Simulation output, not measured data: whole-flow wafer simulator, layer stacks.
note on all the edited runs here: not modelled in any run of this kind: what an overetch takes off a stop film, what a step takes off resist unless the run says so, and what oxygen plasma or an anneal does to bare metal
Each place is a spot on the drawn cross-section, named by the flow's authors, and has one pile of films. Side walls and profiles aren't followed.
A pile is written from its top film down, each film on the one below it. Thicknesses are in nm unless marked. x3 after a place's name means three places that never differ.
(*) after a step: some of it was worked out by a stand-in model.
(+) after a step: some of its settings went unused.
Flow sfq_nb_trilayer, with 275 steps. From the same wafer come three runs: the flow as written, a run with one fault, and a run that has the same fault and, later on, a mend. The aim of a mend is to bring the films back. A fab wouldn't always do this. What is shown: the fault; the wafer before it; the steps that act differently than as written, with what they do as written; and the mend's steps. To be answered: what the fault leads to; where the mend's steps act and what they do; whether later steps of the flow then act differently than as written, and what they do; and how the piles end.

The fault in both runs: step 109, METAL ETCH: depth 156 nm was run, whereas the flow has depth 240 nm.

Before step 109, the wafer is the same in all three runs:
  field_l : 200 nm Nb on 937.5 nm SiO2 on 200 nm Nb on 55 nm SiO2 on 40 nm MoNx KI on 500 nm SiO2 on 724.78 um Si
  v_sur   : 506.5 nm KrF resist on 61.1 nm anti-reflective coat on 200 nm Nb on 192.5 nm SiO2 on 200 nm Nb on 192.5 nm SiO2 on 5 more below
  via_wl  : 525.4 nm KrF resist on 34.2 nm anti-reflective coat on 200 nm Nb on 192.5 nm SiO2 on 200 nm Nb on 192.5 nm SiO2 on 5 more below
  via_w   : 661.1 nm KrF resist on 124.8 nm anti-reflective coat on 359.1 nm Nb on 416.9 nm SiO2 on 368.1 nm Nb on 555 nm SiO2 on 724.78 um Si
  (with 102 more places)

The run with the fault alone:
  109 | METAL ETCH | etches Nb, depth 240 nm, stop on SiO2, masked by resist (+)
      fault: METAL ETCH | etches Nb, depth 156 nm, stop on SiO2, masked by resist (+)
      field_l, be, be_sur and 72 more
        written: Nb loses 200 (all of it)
        fault: Nb loses 156
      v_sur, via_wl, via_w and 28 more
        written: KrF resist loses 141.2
        fault: KrF resist loses 91.8
  Steps later in the flow that act otherwise than as written:
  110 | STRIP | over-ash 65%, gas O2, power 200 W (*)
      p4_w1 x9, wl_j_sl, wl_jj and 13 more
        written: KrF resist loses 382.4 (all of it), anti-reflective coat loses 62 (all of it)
        fault: KrF resist loses 431.8 (all of it), anti-reflective coat loses 62 (all of it)
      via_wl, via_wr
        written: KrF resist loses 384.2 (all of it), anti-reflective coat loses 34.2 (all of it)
        fault: KrF resist loses 433.6 (all of it), anti-reflective coat loses 34.2 (all of it)
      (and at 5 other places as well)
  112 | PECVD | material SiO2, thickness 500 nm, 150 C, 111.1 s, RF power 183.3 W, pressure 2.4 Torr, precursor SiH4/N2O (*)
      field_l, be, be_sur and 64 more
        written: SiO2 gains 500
        fault: SiO2 gains 500 (new film)
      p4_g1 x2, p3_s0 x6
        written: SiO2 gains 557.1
        fault: SiO2 gains 513.1 (new film)
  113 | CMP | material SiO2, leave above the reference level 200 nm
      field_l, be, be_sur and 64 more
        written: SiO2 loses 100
        fault: SiO2 loses 144
  By the end, the piles at field_l, be, be_sur and 72 more depart from the flow's by more than 2% or 0.5 nm, whichever is larger.
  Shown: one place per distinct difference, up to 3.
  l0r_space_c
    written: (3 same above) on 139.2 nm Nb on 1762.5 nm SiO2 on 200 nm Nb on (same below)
    fault: (3 same above) on 139.2 nm Nb on 741 nm SiO2 on 44 nm Nb on 977.5 nm SiO2 on 200 nm Nb on (same below)
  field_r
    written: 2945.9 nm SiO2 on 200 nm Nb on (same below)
    fault: 1924.4 nm SiO2 on 44 nm Nb on 977.5 nm SiO2 on 200 nm Nb on (same below)
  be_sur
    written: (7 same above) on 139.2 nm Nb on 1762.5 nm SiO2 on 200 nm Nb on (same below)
    fault: (7 same above) on 139.2 nm Nb on 741 nm SiO2 on 44 nm Nb on 977.5 nm SiO2 on 200 nm Nb on (same below)

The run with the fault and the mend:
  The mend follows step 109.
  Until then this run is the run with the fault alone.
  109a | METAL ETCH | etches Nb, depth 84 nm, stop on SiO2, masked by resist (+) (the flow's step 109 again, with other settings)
      field_l, be, be_sur and 72 more
        Nb loses 44 (all of it)
      v_sur, via_wl, via_w and 28 more
        KrF resist loses 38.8
  Steps later in the flow that act otherwise than as written:
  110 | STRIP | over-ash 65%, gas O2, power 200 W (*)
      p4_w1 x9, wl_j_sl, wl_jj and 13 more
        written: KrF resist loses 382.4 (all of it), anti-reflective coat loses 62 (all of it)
        mend: KrF resist loses 393 (all of it), anti-reflective coat loses 62 (all of it)
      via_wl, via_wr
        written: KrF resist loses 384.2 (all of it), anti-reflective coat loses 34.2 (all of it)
        mend: KrF resist loses 394.8 (all of it), anti-reflective coat loses 34.2 (all of it)
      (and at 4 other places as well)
  At every place that both follow, the piles at the end match the flow's.
